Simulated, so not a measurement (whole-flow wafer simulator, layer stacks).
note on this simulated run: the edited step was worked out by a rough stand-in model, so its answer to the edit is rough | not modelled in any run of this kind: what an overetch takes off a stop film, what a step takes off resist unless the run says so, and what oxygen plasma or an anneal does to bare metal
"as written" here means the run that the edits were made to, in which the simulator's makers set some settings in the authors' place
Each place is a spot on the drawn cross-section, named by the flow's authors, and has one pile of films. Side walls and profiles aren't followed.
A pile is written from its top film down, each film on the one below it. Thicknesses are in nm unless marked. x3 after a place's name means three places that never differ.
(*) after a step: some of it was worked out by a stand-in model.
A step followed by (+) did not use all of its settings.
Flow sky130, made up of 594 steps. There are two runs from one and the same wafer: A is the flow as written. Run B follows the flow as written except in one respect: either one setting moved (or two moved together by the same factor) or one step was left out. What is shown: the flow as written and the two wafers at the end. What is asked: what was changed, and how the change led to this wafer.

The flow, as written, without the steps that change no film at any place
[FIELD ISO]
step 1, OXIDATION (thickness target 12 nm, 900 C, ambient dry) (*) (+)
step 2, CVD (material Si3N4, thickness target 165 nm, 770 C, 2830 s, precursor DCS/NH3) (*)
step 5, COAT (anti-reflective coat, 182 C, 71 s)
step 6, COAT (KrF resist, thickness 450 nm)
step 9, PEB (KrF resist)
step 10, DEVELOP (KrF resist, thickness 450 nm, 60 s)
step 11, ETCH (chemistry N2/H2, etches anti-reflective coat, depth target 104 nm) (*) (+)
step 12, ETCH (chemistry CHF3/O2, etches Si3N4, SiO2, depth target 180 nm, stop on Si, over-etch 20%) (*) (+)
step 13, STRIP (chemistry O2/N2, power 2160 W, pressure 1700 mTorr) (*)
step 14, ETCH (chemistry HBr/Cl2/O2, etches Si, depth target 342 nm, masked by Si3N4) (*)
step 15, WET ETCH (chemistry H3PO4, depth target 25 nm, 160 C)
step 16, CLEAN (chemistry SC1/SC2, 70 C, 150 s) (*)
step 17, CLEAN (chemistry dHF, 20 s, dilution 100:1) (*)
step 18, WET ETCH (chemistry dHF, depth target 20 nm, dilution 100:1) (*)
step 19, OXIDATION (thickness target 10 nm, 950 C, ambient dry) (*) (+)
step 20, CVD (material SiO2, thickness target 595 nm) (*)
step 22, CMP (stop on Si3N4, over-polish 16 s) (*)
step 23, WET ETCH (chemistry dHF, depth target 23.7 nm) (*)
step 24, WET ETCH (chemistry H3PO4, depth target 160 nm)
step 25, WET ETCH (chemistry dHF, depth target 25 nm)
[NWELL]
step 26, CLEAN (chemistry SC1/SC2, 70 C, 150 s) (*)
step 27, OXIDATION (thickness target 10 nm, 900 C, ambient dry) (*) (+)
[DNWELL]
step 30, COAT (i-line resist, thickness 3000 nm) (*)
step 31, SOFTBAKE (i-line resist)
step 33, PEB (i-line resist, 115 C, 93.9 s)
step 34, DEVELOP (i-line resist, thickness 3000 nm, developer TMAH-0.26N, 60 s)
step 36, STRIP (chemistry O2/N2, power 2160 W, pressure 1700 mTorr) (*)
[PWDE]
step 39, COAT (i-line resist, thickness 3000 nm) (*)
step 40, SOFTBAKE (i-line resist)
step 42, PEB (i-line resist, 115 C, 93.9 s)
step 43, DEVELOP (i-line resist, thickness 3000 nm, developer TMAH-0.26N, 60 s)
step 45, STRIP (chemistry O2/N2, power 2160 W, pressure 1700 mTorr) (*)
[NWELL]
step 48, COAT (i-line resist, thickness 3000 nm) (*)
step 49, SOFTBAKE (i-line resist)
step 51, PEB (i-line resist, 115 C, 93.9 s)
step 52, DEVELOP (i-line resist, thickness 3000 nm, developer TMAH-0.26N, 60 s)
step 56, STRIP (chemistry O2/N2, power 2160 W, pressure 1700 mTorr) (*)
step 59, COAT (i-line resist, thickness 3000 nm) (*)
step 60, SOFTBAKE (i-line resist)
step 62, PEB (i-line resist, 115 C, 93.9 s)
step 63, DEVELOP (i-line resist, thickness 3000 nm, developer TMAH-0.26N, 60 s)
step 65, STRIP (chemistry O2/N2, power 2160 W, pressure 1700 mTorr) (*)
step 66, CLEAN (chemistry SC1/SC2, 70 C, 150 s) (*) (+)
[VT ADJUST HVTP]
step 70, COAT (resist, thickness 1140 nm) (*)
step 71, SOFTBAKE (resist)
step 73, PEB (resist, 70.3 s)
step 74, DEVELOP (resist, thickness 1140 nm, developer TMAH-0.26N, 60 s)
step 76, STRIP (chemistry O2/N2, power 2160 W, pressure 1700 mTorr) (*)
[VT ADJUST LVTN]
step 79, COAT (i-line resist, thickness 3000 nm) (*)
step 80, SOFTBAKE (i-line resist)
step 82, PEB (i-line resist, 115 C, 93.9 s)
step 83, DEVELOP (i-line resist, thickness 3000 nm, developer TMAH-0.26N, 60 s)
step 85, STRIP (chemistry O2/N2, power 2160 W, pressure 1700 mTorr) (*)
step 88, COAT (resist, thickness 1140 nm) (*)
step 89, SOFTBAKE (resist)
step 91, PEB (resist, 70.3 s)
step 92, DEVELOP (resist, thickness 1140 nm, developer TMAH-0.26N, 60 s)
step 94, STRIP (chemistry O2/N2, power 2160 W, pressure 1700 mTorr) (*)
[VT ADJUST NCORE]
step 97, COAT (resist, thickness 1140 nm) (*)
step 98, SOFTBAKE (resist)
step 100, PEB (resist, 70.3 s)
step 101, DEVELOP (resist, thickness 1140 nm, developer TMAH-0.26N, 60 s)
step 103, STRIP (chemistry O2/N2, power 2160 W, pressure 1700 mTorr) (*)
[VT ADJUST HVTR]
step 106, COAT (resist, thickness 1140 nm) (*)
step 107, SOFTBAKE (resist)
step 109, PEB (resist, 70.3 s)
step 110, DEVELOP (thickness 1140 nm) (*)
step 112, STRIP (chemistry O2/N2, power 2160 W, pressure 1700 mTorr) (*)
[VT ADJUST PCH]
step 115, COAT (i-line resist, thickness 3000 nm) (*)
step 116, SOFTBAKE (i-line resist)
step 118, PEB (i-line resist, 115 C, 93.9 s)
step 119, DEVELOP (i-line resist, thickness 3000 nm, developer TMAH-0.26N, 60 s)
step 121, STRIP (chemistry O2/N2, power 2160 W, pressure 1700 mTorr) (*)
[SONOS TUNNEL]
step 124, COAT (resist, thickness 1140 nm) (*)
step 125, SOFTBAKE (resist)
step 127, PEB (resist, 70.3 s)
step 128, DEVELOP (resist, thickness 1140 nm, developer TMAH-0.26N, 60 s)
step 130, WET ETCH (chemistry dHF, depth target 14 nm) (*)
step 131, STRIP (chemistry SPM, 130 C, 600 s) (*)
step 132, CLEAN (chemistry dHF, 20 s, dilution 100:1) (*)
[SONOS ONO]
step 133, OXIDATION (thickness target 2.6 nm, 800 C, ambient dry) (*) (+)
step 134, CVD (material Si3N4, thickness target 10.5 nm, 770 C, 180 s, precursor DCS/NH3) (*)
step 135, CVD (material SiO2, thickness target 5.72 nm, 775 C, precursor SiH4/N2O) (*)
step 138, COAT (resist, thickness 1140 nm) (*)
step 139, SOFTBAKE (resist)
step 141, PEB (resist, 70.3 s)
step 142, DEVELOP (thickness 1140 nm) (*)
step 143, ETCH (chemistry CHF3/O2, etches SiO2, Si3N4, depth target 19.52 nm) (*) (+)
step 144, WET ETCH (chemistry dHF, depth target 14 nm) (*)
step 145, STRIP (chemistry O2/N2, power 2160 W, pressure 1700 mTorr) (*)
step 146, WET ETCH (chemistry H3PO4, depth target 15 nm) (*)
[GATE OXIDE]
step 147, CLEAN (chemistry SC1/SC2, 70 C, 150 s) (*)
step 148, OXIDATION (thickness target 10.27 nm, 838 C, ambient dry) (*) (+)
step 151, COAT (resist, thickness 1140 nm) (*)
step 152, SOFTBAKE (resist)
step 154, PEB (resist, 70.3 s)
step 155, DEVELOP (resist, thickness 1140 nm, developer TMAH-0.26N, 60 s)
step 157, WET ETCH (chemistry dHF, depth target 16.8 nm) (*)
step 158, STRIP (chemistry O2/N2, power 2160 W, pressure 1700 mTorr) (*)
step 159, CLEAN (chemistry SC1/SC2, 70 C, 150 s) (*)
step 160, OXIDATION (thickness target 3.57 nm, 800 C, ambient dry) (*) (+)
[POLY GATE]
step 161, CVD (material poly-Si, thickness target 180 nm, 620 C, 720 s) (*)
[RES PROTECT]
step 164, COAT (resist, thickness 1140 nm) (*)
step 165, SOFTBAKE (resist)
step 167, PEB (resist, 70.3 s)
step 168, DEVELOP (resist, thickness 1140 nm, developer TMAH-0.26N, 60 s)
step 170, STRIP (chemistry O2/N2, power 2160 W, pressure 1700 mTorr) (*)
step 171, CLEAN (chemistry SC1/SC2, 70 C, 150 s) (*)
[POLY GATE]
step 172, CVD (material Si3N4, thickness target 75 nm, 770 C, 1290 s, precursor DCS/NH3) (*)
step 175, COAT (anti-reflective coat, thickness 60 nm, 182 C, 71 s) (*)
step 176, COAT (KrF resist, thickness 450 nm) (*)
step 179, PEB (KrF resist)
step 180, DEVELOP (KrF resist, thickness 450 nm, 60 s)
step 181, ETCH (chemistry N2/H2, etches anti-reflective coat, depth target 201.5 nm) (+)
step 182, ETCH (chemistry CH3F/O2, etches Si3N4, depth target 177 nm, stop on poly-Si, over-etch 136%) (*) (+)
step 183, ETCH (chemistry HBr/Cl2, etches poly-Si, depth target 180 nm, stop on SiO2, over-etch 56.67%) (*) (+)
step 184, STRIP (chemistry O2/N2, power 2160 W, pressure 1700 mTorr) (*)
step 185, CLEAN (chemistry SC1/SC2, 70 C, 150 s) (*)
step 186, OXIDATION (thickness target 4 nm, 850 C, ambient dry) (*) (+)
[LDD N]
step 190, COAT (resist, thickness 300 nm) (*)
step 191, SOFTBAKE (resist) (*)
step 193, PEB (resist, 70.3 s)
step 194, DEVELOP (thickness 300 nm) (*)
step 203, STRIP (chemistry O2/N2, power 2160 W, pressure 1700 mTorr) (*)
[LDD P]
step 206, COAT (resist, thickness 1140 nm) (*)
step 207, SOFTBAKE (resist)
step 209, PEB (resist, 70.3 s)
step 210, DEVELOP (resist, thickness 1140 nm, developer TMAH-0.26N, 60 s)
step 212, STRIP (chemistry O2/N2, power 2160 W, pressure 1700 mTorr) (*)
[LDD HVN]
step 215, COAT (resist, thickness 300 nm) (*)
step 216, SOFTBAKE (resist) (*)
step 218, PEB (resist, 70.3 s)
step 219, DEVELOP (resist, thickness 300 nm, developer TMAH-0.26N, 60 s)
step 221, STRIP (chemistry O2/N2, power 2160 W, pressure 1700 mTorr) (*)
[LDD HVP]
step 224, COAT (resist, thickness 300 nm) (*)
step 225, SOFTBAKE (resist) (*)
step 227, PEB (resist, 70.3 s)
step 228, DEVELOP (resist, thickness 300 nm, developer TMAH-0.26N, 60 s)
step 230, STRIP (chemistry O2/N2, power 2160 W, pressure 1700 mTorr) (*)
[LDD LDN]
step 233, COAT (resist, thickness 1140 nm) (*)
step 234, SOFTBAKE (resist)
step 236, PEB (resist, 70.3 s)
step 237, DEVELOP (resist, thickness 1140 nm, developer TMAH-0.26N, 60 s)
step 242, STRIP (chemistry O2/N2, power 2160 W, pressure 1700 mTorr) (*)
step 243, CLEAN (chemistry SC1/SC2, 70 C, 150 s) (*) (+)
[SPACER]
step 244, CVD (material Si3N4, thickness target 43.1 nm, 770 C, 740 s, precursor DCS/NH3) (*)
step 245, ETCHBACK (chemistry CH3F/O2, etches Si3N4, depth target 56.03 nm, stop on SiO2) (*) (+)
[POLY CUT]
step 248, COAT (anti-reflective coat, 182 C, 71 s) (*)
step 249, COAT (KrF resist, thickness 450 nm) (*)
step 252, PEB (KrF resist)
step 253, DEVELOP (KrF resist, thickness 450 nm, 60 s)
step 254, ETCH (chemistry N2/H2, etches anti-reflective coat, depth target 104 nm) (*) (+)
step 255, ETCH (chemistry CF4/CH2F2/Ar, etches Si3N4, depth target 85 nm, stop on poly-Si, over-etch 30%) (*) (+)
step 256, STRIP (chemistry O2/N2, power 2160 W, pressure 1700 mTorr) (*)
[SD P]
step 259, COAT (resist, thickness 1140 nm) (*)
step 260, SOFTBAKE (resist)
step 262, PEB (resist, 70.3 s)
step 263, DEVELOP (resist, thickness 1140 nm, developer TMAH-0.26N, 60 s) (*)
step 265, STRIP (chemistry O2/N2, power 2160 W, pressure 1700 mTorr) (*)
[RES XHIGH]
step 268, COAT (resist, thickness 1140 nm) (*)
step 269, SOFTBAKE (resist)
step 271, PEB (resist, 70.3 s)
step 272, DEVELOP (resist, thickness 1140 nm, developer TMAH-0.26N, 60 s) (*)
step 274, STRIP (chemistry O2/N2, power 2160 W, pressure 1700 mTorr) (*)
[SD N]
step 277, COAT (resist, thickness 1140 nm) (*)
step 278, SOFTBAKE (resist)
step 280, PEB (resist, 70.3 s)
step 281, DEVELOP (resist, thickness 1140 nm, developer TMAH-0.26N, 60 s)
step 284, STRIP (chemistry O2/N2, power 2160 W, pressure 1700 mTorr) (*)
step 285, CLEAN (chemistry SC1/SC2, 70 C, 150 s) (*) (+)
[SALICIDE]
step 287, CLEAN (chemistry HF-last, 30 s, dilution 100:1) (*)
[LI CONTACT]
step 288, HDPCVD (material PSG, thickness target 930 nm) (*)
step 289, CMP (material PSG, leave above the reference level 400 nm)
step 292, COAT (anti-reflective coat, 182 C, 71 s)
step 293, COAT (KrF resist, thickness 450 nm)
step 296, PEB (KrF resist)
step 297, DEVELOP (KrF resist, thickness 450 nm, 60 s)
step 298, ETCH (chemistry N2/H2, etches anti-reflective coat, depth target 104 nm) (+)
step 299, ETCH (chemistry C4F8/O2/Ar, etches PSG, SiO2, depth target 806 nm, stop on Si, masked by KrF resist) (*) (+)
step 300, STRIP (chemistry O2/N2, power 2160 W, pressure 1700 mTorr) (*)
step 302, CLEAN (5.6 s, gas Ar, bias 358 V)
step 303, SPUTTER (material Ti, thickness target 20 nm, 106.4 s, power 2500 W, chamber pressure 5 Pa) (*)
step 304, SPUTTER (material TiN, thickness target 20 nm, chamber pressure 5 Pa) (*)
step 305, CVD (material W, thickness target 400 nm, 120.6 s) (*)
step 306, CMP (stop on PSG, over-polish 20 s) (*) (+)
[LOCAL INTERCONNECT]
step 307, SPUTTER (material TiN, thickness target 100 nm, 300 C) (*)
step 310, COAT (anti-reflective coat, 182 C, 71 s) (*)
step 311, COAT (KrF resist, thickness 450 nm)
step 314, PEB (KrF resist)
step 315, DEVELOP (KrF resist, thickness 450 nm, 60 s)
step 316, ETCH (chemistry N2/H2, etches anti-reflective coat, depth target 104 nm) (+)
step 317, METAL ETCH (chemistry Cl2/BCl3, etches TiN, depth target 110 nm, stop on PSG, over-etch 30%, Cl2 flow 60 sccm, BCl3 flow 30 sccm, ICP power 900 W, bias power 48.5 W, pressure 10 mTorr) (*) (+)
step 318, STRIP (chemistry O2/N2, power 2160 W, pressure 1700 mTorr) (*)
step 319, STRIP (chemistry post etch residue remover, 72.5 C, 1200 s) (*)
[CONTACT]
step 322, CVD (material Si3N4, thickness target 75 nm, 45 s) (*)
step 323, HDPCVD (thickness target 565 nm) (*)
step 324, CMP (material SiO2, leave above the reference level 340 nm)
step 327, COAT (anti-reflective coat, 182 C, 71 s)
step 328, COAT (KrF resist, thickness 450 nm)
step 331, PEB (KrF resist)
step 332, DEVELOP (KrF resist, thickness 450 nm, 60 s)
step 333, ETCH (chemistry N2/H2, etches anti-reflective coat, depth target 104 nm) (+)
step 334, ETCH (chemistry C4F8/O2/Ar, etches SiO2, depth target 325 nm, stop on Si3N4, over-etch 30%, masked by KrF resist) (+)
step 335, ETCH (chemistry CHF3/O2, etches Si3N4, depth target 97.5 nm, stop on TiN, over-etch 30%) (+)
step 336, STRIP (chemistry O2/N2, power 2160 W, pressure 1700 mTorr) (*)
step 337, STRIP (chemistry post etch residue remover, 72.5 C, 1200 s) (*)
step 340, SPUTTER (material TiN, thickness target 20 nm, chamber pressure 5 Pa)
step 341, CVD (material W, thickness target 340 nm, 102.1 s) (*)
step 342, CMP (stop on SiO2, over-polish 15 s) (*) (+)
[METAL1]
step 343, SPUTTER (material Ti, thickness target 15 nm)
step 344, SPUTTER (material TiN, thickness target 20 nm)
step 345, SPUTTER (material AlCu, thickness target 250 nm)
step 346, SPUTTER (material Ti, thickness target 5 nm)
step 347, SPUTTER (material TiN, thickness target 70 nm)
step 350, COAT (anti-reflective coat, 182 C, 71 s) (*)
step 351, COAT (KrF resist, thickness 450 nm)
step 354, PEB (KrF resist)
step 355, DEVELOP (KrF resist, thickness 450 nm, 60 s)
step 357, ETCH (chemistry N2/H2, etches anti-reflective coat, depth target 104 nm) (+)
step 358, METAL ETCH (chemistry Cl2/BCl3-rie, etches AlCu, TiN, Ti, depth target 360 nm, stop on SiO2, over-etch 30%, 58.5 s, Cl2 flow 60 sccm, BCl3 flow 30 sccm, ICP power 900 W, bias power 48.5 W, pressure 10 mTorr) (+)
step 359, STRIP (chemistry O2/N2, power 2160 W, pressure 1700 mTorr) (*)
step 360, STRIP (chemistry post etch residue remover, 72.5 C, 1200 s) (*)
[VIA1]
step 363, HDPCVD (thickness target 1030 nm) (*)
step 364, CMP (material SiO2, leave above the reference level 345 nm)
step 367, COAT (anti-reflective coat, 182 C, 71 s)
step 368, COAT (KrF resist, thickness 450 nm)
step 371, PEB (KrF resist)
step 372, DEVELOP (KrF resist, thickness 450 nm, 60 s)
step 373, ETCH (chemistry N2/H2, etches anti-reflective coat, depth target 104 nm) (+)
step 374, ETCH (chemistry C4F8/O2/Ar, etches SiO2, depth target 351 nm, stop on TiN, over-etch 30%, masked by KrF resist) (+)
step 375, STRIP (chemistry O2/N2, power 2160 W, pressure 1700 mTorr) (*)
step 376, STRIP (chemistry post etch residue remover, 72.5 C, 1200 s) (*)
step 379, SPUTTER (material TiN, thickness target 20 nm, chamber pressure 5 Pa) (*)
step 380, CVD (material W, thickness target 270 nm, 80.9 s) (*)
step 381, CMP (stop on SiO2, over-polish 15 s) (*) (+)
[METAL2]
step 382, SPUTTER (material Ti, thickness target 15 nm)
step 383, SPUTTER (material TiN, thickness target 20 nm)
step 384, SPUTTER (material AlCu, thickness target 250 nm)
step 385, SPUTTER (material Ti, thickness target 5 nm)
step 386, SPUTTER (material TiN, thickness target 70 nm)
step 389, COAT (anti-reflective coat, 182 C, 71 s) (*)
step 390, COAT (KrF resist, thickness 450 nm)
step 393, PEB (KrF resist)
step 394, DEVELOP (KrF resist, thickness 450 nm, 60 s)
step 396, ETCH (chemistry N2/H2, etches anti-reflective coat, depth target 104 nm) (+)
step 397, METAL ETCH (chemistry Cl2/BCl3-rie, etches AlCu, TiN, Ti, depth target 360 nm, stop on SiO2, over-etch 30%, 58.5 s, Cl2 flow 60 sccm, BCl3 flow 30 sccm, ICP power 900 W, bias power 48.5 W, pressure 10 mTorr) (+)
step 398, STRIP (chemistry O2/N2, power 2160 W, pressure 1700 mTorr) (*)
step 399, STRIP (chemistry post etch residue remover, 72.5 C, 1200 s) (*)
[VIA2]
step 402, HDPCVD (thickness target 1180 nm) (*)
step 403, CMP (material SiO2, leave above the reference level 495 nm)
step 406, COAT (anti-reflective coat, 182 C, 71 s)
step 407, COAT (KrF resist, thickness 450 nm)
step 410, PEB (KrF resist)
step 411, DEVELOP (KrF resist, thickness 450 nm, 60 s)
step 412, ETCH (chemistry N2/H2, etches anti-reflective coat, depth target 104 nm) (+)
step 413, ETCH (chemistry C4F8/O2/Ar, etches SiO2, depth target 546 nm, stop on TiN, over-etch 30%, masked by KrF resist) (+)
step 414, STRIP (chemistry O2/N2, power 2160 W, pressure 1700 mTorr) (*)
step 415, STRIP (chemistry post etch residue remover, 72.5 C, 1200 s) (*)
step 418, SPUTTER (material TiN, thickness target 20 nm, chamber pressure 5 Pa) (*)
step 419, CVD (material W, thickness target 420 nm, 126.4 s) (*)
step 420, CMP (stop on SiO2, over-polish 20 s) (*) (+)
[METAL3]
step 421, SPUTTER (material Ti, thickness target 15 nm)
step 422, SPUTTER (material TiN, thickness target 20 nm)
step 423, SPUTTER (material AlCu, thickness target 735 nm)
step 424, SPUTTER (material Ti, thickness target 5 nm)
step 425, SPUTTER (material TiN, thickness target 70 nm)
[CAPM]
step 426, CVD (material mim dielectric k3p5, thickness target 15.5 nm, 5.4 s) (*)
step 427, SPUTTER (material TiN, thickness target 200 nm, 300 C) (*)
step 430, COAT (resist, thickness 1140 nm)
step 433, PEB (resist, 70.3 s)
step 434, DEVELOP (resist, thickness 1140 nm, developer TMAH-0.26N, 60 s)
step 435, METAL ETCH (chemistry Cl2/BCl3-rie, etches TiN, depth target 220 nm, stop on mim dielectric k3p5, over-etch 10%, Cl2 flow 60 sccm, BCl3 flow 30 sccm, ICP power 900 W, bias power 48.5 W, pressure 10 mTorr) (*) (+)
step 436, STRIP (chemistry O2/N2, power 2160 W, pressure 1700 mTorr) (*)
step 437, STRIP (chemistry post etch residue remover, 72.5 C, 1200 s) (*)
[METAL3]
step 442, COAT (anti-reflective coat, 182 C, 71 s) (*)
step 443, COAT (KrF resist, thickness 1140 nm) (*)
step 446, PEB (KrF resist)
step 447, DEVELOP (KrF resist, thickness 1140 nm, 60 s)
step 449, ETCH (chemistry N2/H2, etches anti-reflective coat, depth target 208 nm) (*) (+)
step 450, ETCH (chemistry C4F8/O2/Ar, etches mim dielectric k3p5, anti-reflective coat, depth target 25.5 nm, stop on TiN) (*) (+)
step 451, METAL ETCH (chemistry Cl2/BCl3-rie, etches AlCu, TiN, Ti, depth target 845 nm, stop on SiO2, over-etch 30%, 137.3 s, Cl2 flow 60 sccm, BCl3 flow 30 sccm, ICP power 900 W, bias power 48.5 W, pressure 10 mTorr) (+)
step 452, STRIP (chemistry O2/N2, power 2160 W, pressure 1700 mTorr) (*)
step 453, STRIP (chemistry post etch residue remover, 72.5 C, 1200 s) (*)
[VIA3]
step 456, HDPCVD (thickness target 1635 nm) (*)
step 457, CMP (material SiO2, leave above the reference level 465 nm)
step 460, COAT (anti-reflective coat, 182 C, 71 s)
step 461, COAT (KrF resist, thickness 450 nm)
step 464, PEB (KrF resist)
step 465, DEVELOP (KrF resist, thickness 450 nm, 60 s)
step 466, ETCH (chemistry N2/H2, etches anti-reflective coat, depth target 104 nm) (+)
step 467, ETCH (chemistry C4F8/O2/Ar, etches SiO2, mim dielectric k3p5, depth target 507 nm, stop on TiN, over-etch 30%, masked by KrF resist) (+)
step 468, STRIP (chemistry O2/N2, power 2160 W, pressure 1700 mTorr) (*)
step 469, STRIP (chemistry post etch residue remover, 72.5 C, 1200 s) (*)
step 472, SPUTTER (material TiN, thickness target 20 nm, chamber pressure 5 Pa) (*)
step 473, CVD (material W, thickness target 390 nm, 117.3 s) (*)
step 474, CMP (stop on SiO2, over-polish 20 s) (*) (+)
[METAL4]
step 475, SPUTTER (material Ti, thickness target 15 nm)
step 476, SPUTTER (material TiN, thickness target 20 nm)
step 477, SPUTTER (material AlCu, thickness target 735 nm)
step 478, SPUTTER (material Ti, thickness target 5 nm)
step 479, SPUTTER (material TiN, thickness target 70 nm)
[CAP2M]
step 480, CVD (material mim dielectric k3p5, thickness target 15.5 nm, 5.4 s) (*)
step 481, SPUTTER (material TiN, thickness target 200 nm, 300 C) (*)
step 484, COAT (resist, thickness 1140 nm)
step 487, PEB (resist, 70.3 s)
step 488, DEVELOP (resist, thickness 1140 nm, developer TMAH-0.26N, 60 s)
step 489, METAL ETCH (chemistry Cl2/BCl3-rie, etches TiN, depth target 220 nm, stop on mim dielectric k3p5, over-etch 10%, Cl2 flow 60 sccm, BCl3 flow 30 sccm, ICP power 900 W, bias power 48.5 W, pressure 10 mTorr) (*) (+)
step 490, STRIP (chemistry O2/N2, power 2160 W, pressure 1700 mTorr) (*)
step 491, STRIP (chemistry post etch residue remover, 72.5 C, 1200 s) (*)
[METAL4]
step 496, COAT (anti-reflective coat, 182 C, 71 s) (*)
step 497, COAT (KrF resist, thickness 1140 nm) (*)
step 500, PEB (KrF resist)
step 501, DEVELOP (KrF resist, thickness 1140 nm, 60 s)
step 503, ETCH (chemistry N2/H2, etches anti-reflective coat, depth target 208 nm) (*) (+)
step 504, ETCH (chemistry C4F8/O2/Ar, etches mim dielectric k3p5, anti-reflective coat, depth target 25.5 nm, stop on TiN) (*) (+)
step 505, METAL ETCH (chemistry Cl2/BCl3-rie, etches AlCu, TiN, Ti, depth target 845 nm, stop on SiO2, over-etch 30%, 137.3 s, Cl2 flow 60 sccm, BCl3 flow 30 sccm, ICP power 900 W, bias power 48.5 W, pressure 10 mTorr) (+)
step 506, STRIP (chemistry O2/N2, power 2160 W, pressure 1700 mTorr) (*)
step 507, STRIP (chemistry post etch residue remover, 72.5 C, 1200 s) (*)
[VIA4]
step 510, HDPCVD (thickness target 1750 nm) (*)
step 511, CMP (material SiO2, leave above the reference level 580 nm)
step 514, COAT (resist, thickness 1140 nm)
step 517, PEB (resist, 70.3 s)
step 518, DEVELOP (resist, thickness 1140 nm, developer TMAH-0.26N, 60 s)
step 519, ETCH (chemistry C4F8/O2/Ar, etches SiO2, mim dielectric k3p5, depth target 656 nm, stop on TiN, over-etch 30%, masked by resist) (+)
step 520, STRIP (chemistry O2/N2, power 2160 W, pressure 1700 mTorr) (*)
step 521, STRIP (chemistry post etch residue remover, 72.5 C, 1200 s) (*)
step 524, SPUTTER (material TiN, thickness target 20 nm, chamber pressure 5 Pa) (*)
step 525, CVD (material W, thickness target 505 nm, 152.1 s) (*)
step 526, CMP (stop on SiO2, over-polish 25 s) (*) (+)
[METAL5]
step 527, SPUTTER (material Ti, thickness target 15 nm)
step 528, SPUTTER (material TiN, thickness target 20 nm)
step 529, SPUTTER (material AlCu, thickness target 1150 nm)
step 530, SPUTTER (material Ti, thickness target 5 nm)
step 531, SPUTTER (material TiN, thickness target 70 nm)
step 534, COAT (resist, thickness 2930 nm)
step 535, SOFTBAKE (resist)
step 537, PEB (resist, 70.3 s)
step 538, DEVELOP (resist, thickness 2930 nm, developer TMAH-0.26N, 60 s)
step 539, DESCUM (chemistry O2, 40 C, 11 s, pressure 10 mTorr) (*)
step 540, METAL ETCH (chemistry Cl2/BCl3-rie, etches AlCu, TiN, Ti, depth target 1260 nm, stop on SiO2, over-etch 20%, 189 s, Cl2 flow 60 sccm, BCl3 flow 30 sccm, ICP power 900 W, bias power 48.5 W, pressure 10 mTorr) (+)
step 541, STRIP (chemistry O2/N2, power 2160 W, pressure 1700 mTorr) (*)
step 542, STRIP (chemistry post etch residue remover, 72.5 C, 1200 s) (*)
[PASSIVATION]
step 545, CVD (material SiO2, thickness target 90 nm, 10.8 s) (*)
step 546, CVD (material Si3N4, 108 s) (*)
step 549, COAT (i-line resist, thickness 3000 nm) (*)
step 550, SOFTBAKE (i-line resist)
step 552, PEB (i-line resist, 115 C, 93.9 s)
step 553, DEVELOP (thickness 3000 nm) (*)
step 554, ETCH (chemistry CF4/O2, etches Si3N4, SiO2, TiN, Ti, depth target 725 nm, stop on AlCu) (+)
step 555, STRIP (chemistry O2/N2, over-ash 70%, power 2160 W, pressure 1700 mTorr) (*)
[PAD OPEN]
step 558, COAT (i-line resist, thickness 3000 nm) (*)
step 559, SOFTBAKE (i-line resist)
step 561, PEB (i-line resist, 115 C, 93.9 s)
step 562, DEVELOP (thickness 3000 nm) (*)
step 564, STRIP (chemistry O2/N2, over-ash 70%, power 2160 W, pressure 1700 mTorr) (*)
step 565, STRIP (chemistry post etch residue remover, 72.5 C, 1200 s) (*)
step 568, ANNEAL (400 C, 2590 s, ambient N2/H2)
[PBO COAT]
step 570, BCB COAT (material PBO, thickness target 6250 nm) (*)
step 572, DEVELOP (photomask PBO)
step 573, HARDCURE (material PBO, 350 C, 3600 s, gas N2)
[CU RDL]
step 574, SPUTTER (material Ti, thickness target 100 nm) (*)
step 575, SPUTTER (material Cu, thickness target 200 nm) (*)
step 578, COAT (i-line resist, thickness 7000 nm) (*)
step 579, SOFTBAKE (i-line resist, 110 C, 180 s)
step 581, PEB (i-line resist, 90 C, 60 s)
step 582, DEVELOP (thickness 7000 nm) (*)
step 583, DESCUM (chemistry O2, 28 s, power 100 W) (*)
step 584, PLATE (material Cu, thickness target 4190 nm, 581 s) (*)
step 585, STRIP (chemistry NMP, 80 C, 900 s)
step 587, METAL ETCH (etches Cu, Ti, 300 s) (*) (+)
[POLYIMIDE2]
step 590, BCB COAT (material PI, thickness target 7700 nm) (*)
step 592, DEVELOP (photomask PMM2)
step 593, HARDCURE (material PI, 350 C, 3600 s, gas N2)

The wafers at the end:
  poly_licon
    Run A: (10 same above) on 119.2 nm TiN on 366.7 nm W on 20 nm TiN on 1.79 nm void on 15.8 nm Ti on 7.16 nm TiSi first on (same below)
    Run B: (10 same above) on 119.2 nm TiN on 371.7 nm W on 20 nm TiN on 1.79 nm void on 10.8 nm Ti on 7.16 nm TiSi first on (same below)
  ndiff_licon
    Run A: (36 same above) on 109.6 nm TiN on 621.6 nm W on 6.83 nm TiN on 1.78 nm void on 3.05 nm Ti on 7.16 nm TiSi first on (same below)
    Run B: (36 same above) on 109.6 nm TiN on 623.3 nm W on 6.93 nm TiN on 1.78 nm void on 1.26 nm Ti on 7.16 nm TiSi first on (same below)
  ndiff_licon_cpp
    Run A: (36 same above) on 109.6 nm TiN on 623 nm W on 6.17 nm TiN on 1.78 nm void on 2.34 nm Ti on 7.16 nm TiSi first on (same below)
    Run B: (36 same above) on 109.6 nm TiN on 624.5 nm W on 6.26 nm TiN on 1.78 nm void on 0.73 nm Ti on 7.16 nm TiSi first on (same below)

Cause: step 303, SPUTTER: 79.78 s was run, while the flow as written has 106.4 s.

Step by step, how the change led to this:
  step 303, SPUTTER (material Ti, thickness target 20 nm, 106.4 s, power 2500 W, chamber pressure 5 Pa) (*)
      field, active, n_well and 185 more: A +20 Ti (new film) | B +15 Ti (new film)
      ndiff_licon: A +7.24 Ti (new film) | B +5.45 Ti (new film)
      (also at 2 further places)
  step 306, CMP (stop on PSG, over-polish 20 s) (*) (+)
      field, active, n_well and 184 more: A -400 W (all of it), -20 TiN (all of it), -20 Ti (all of it), -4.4 PSG | B -400 W (all of it), -20 TiN (all of it), -15 Ti (all of it), -4.4 PSG
      poly_licon: A -33.3 W | B -28.3 W
